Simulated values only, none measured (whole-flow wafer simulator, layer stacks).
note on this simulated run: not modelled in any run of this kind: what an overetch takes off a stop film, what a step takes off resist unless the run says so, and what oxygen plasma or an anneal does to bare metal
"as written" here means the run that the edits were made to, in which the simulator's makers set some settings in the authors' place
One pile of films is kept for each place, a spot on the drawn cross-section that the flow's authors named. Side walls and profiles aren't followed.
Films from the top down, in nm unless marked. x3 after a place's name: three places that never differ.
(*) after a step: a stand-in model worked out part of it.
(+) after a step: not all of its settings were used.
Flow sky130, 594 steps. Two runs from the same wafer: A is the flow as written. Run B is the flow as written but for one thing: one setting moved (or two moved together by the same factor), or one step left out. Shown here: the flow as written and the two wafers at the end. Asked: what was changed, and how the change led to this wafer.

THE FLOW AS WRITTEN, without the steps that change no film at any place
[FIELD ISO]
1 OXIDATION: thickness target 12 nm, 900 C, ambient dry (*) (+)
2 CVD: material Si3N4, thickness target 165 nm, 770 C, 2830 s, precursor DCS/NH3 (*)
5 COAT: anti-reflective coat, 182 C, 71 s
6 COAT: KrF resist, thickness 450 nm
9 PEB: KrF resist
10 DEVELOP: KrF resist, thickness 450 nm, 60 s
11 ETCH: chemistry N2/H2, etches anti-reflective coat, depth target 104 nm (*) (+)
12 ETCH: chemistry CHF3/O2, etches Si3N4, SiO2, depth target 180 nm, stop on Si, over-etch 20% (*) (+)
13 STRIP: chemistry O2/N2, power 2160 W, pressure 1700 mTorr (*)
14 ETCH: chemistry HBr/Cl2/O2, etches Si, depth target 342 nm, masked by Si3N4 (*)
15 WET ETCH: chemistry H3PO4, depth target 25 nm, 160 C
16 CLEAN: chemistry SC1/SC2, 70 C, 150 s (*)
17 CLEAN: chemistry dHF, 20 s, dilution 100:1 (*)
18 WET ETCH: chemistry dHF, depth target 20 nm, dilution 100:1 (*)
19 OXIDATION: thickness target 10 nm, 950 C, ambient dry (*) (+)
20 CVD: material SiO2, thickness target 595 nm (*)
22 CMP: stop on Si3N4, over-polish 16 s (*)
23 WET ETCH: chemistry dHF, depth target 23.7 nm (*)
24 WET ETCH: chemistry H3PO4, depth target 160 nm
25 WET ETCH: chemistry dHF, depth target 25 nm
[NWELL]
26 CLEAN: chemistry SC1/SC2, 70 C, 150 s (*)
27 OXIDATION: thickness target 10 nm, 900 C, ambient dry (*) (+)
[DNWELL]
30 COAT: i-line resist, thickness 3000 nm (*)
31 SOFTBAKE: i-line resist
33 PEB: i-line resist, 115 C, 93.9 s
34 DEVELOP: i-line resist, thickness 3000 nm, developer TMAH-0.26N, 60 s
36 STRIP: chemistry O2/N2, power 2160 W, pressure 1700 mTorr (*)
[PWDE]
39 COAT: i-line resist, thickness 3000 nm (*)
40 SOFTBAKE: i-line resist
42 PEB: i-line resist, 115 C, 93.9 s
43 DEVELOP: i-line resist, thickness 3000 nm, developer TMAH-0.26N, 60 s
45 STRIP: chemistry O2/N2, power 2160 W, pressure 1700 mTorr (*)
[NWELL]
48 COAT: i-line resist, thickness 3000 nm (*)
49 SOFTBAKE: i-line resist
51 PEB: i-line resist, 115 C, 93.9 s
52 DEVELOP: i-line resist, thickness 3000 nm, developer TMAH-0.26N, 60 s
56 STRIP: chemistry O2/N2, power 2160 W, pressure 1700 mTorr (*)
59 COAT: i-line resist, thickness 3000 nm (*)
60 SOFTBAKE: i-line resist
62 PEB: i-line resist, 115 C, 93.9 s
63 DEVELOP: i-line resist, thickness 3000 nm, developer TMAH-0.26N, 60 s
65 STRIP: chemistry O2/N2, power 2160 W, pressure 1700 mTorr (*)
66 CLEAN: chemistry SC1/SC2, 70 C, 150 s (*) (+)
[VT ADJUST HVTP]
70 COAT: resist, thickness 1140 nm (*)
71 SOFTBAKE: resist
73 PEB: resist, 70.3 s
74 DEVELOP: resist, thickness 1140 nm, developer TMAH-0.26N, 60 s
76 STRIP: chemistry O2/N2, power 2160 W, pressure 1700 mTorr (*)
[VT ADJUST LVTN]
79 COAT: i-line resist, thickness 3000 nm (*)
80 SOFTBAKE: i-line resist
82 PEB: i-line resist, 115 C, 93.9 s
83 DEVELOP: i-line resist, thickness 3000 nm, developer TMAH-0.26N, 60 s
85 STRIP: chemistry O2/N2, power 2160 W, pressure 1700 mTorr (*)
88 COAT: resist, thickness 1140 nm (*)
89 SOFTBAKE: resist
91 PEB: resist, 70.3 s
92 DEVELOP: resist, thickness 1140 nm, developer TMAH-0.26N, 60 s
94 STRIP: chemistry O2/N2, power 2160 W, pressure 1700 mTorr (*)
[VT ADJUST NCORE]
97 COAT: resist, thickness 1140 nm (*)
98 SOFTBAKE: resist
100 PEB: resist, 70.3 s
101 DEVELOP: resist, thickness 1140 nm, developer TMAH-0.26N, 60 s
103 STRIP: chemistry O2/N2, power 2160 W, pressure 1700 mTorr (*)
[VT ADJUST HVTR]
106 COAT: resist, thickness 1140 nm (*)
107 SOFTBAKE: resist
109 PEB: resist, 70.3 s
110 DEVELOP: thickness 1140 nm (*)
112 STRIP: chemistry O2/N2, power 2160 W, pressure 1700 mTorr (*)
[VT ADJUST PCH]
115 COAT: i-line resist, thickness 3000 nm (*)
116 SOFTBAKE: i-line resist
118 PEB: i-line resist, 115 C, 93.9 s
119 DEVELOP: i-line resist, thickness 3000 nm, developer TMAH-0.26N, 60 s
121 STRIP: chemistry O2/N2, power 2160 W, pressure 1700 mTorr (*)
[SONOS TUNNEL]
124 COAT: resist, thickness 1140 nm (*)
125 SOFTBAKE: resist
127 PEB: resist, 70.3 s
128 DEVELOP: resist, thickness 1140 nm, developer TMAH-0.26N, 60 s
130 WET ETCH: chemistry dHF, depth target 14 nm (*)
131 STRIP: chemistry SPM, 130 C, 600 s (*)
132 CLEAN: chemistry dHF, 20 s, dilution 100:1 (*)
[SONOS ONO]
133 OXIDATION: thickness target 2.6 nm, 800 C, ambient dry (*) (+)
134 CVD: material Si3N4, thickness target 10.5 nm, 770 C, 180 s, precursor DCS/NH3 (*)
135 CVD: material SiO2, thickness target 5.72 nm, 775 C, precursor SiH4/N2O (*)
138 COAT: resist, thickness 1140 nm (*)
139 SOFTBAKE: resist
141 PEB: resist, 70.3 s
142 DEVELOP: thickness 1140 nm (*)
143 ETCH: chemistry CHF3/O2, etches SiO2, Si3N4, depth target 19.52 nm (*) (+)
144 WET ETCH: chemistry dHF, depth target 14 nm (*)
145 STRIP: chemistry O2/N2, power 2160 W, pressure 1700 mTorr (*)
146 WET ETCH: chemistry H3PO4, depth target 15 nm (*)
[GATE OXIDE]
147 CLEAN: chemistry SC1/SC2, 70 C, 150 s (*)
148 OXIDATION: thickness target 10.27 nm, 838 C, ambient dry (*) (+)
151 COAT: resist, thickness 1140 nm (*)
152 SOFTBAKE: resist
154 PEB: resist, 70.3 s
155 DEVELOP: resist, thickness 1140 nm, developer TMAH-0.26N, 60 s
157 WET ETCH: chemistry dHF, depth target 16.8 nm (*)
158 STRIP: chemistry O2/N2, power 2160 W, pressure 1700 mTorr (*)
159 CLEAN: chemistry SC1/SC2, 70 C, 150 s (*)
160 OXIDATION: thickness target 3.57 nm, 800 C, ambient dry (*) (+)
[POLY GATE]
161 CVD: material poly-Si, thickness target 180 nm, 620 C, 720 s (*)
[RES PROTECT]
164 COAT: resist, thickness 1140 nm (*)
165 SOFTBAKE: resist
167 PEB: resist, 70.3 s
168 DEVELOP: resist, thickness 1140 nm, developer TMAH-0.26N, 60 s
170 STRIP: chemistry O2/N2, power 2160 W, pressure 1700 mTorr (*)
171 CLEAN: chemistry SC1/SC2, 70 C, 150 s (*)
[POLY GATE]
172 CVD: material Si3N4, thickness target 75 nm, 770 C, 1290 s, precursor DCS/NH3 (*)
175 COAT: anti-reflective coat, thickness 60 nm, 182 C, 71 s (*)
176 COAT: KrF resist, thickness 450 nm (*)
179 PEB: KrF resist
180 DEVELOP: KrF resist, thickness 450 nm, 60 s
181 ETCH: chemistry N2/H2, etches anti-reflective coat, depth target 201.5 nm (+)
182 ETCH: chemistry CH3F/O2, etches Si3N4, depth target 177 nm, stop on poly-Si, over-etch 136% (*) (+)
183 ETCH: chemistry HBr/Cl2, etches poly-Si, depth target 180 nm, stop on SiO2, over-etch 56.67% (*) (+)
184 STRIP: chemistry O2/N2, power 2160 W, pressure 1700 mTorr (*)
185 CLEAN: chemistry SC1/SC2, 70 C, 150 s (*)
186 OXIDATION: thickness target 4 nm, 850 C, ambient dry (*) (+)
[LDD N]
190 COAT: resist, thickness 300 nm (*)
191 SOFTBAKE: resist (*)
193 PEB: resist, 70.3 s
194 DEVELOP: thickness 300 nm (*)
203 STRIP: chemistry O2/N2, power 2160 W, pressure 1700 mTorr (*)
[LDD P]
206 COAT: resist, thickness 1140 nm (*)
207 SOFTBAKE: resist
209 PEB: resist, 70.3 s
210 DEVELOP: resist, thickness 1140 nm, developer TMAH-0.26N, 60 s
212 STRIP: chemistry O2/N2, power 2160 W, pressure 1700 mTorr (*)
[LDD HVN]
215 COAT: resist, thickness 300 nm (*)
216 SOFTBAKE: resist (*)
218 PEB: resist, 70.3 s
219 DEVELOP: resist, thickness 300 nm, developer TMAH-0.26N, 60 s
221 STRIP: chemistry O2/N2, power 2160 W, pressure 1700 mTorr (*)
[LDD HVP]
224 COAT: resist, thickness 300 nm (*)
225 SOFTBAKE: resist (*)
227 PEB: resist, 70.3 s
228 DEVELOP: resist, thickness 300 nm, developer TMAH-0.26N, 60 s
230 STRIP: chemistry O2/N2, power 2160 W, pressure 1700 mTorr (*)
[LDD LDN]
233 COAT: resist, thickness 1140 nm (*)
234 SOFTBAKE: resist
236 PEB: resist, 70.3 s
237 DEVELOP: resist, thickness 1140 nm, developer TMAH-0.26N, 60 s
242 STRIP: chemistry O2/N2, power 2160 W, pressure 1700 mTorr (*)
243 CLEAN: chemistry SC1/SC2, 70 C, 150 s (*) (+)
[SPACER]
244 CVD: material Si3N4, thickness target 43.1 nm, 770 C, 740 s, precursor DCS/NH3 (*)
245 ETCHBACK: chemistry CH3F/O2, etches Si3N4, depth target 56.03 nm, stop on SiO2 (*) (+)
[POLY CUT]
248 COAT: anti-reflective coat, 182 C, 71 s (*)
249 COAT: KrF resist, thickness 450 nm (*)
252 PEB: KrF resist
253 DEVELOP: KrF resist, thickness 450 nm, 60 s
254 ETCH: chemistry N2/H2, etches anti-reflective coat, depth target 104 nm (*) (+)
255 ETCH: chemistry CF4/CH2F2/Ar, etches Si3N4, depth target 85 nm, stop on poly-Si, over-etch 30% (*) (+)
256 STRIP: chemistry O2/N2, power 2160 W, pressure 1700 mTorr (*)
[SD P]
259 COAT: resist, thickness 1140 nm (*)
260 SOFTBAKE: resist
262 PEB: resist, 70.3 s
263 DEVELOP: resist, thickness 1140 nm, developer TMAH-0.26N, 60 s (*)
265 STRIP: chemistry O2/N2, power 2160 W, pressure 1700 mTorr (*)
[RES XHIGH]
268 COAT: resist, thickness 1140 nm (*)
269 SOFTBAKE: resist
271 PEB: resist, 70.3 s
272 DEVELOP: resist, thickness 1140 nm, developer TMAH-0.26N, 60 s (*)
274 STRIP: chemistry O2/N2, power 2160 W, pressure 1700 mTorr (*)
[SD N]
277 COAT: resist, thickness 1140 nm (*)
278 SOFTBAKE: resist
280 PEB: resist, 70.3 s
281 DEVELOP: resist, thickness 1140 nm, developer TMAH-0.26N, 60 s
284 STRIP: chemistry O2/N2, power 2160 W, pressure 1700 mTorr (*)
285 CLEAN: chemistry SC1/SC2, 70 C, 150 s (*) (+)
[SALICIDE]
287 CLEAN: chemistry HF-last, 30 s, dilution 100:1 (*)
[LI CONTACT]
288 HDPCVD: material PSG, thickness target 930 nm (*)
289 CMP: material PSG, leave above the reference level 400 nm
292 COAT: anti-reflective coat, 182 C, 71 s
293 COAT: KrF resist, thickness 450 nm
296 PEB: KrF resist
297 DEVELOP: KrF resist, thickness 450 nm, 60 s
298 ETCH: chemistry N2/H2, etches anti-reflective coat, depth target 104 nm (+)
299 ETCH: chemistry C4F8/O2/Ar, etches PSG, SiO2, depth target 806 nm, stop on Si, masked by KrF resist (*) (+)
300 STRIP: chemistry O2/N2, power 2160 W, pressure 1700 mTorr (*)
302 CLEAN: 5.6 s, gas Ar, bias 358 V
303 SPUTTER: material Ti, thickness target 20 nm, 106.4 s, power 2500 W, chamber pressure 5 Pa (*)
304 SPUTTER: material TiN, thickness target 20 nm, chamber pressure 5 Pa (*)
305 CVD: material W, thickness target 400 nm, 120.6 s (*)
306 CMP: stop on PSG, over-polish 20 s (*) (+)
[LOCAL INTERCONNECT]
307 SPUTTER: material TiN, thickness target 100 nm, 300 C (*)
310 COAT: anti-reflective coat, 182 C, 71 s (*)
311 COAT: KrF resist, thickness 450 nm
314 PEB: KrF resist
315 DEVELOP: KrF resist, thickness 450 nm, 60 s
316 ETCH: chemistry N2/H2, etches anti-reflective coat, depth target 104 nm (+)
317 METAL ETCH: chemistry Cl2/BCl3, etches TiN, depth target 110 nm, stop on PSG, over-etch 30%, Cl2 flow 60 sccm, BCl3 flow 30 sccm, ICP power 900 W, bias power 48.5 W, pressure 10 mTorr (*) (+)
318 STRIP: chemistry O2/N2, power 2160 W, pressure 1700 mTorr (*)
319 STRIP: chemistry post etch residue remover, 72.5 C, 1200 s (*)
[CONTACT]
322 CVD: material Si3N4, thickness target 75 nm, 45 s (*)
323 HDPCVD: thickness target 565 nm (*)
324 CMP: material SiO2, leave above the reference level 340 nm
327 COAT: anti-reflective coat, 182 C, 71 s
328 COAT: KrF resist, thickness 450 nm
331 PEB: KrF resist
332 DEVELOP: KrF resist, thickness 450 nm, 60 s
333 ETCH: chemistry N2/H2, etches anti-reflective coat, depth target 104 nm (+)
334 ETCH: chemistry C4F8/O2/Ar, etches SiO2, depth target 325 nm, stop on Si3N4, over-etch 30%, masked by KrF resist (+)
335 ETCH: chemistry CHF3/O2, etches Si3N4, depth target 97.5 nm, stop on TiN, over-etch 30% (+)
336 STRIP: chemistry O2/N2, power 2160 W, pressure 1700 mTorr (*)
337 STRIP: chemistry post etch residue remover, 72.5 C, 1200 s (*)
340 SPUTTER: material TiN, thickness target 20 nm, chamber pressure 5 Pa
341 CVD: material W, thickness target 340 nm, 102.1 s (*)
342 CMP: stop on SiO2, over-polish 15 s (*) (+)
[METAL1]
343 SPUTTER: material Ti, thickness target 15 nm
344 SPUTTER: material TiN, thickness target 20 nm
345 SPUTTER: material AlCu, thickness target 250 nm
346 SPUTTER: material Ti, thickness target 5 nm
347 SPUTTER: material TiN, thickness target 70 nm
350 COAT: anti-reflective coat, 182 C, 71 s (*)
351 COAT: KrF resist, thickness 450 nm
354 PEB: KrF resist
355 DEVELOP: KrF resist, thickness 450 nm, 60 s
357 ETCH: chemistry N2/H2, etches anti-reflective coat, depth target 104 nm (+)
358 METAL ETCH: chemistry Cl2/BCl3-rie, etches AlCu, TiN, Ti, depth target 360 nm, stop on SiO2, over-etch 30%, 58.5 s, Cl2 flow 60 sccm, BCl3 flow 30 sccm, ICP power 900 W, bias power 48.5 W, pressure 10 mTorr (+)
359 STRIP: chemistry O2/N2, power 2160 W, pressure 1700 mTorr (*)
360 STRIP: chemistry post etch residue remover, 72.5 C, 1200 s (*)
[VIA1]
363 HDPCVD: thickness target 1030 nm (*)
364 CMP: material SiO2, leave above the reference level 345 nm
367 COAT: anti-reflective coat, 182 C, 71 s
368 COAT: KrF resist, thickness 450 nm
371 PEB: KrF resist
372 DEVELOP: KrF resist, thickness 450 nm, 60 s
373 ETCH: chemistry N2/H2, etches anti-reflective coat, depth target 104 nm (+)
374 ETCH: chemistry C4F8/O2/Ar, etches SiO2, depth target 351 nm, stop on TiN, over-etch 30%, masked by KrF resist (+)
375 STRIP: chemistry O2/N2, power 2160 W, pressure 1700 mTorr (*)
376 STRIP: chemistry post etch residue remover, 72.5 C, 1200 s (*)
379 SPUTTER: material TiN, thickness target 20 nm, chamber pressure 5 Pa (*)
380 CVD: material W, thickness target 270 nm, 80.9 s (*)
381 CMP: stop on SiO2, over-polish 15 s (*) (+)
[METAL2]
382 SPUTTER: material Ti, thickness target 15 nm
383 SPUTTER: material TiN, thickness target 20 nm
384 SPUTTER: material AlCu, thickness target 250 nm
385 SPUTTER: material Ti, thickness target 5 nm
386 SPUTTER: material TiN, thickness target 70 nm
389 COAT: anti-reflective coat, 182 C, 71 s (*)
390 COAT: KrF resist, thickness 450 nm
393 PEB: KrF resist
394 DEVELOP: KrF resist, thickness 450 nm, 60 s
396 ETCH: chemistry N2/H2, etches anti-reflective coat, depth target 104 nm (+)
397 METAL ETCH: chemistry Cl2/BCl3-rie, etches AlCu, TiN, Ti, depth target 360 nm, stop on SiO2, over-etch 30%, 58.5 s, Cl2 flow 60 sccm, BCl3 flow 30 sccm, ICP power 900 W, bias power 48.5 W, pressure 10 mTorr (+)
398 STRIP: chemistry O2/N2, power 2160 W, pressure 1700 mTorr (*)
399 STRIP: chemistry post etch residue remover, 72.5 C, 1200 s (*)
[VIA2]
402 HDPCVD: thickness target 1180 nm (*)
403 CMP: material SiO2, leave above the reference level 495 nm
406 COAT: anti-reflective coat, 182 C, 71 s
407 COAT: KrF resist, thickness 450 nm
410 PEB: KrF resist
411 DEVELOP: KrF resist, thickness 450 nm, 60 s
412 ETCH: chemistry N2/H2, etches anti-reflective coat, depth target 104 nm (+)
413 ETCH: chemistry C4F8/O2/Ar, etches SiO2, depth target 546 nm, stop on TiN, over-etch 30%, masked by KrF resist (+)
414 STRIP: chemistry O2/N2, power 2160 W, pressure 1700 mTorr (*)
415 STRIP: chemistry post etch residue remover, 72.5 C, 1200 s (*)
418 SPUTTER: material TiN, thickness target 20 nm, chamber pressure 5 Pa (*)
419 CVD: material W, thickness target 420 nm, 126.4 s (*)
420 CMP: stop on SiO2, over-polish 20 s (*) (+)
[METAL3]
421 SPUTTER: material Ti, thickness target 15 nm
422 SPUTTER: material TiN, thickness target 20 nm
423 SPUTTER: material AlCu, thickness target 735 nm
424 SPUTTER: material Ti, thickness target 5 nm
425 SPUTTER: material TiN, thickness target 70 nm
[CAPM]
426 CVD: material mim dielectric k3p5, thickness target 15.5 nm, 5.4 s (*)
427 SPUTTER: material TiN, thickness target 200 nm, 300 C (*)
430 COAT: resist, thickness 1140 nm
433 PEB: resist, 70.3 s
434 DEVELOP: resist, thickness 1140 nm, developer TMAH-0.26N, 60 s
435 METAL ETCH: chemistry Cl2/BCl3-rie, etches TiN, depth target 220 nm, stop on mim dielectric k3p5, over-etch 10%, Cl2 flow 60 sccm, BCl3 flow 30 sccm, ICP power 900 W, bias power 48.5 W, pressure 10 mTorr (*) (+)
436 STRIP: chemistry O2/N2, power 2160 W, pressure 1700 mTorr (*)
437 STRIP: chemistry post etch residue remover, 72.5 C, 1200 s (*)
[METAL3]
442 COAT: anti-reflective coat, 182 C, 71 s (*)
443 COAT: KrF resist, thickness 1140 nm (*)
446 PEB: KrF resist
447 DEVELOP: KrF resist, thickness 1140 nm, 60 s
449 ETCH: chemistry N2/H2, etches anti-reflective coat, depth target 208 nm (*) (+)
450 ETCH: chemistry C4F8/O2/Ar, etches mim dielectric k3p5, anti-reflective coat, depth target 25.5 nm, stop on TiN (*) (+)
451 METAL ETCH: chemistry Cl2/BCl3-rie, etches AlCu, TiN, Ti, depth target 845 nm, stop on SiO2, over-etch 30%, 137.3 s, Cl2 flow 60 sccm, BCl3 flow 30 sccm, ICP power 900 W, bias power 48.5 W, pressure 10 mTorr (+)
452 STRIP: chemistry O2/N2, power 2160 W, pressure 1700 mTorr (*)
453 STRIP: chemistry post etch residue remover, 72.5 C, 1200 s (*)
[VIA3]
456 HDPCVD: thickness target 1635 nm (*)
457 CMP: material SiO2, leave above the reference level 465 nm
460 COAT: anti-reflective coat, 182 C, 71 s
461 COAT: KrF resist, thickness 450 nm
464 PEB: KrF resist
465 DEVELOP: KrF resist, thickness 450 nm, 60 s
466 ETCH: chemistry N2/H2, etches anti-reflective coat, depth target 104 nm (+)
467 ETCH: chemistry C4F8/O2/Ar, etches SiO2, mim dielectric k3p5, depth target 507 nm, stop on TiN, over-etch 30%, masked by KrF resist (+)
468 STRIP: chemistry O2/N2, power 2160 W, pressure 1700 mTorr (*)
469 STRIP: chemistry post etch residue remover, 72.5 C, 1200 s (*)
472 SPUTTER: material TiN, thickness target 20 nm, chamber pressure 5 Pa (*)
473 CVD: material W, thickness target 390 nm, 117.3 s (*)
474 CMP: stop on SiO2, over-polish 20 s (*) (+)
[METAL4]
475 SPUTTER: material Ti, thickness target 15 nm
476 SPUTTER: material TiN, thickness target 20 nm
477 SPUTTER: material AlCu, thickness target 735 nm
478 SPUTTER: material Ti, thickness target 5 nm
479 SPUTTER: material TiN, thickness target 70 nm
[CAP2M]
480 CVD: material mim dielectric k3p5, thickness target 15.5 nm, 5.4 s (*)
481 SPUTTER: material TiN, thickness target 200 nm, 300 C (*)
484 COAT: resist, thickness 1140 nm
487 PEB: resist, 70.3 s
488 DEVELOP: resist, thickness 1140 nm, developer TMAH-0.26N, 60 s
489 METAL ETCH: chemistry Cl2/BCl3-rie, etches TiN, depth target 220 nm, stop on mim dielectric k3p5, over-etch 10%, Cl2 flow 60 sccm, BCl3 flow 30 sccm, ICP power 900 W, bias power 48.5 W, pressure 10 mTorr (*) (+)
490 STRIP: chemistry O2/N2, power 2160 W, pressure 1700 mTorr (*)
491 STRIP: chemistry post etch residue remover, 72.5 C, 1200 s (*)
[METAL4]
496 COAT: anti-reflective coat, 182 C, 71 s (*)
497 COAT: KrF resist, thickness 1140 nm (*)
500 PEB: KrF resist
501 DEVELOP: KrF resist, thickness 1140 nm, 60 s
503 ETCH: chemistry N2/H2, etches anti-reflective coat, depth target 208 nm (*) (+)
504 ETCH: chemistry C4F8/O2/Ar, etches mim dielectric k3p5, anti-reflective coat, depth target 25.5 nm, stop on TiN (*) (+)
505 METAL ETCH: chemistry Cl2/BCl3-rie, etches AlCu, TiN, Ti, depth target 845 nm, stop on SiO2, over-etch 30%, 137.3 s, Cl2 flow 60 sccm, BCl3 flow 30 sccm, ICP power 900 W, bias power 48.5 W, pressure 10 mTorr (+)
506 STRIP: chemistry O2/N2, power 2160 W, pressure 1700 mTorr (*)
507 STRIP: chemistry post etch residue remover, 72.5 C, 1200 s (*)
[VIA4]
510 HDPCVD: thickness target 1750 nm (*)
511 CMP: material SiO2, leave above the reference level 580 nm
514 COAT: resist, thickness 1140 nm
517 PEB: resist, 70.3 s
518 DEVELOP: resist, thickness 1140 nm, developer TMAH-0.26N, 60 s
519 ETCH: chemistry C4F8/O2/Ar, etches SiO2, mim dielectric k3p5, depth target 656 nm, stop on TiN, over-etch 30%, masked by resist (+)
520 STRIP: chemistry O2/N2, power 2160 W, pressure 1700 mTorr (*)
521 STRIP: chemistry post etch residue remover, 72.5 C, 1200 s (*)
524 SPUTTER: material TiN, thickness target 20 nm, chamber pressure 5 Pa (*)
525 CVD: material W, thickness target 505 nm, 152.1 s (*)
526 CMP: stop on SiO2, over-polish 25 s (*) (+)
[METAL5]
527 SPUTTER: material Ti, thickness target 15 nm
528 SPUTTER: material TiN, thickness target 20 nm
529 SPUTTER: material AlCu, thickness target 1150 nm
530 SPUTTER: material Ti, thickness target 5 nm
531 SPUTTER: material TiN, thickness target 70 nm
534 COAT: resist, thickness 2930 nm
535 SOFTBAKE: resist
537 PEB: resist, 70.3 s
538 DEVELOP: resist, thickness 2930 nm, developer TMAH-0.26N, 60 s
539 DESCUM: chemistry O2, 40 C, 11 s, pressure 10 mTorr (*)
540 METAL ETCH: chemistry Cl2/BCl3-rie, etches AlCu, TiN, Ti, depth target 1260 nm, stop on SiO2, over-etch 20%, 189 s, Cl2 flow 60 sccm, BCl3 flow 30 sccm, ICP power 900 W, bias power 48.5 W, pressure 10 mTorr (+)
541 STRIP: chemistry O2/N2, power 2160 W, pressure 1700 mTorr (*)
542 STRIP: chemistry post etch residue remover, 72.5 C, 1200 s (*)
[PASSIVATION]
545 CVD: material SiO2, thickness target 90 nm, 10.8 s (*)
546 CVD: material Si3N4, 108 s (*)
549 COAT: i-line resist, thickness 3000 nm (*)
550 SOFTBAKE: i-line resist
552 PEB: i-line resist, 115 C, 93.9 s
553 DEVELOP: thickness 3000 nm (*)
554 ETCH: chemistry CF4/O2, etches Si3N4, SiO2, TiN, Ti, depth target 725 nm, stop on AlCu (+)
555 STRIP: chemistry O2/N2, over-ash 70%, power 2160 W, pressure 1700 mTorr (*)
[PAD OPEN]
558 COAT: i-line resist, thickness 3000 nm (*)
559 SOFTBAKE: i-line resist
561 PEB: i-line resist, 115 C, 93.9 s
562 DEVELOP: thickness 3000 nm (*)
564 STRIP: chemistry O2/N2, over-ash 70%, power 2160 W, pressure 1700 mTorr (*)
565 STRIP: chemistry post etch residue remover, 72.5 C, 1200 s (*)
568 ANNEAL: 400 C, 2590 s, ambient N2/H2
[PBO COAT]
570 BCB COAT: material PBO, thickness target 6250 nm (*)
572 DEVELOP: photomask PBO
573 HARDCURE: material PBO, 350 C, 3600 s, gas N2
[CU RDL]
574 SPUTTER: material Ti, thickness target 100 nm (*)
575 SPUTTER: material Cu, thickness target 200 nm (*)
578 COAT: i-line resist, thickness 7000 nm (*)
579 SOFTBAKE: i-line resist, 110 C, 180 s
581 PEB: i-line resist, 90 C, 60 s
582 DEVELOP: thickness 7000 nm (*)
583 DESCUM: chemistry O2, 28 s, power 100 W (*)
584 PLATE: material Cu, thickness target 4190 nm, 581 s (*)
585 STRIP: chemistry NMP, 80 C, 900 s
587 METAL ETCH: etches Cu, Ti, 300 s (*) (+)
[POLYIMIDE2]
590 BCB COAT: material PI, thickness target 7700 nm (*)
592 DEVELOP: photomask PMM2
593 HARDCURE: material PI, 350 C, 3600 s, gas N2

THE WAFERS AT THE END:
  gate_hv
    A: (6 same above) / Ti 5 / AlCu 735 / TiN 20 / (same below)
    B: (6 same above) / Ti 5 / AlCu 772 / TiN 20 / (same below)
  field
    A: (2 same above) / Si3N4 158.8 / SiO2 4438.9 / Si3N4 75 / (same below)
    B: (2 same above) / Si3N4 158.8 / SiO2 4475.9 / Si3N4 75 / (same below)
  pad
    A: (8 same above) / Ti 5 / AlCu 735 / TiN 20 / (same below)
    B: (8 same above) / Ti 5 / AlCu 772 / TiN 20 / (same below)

The cause: step 477, SPUTTER: thickness target 772 nm was run, where the flow has thickness target 735 nm.
It can be read off the wafer: gate_hv has AlCu 772, and step 477 as written asks for 735 nm.

How the change led to this, step by step:
  477 SPUTTER: material AlCu, thickness target 735 nm
      field, active, n_well and 189 more: A AlCu +735 (new film) | B AlCu +772 (new film)
  505 METAL ETCH: chemistry Cl2/BCl3-rie, etches AlCu, TiN, Ti, depth target 845 nm, stop on SiO2, over-etch 30%, 137.3 s, Cl2 flow 60 sccm, BCl3 flow 30 sccm, ICP power 900 W, bias power 48.5 W, pressure 10 mTorr (+)
      field, gate, spacer and 64 more: A TiN -70 (all of it), Ti -5 (all of it), AlCu -735 (all of it), TiN -20 (all of it), Ti -15 (all of it), SiO2 -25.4 | B TiN -70 (all of it), Ti -5 (all of it), AlCu -772 (all of it), TiN -20 (all of it), Ti -15 (all of it), SiO2 -21.7
      vpp_iso1, m1_ln, rpo_hd and 6 more: A TiN -70 (all of it), Ti -5 (all of it), AlCu -735 (all of it), TiN -20 (all of it), Ti -15 (all of it), SiO2 -25.3 | B TiN -70 (all of it), Ti -5 (all of it), AlCu -772 (all of it), TiN -20 (all of it), Ti -15 (all of it), SiO2 -21.6
      (and at 12 more places)
  511 CMP: material SiO2, leave above the reference level 580 nm
      field, gate, spacer and 71 more: A SiO2 -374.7 | B SiO2 -341.3
      active, via2_hole, sonos_guard_hv, iso_guard_nw, rxpo_ln, rpm_encl_urpm: A SiO2 -374.7 | B SiO2 -341.4
      (and at 8 more places)
